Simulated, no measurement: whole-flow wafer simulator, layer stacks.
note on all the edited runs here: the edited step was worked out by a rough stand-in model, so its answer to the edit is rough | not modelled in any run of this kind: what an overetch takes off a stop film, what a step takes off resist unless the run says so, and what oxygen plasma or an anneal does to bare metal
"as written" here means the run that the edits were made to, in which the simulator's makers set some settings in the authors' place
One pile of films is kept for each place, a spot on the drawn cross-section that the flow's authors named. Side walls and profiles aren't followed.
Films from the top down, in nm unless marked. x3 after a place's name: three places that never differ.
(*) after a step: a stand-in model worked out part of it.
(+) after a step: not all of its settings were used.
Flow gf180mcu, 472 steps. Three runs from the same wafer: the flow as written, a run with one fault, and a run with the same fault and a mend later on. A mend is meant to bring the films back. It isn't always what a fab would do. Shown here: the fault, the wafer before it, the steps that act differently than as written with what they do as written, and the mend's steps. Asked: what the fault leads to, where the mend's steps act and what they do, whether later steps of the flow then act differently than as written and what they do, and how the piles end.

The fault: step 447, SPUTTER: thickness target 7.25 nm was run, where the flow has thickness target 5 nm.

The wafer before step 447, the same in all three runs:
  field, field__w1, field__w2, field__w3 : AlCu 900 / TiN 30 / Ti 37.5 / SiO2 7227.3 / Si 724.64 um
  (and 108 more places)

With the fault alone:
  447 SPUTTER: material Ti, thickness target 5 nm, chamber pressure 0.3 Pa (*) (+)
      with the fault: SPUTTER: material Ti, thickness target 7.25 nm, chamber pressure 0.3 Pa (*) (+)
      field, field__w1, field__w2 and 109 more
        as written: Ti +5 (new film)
        with the fault: Ti +7.25 (new film)
  Later steps of the flow that act differently than as written (5 more steps differ only slightly, by at most 2% or 0.5 nm, whichever is larger, and aren't shown):
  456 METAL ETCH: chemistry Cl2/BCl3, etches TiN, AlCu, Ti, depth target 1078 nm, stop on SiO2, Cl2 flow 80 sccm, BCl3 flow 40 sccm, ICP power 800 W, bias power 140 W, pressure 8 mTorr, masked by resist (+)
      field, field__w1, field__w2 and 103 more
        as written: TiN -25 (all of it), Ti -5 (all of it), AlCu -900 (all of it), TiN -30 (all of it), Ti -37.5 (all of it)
        with the fault: TiN -25 (all of it), Ti -7.25 (all of it), AlCu -900 (all of it), TiN -30 (all of it), Ti -37.5 (all of it)
  At the end the piles differ from the flow's by more than 2% or 0.5 nm, whichever is larger, at field__w8, contact, m1, m1__w1, pad, m1_nw.
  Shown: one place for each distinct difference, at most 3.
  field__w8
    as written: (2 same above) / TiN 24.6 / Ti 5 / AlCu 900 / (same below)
    with the fault: (2 same above) / TiN 24.6 / Ti 7.25 / AlCu 900 / (same below)
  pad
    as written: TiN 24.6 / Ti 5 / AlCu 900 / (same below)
    with the fault: TiN 24.6 / Ti 7.25 / AlCu 900 / (same below)

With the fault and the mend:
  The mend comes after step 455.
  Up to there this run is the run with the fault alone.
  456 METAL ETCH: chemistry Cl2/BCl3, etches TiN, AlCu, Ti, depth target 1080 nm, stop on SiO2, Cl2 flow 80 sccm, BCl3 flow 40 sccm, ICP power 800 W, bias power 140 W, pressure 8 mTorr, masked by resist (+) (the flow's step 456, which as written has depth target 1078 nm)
      field, field__w1, field__w2 and 103 more
        TiN -25 (all of it), Ti -7.25 (all of it), AlCu -900 (all of it), TiN -30 (all of it), Ti -37.5 (all of it)
      field__w8, contact, m1, m1__w1, pad, m1_nw
        resist -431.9
  No later step of the flow acts differently than as written, at any place that is followed, by more than 2% or 0.5 nm, whichever is larger.
  At the end the piles differ from the flow's by more than 2% or 0.5 nm, whichever is larger, at field__w8, contact, m1, m1__w1, pad, m1_nw.
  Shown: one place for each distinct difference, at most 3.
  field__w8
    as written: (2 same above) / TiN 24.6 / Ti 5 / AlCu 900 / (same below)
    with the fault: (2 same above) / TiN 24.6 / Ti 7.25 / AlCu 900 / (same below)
    with the mend: (2 same above) / TiN 24.6 / Ti 7.25 / AlCu 900 / (same below)
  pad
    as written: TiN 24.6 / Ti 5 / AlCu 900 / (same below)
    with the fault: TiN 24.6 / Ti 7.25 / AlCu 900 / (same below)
    with the mend: TiN 24.6 / Ti 7.25 / AlCu 900 / (same below)
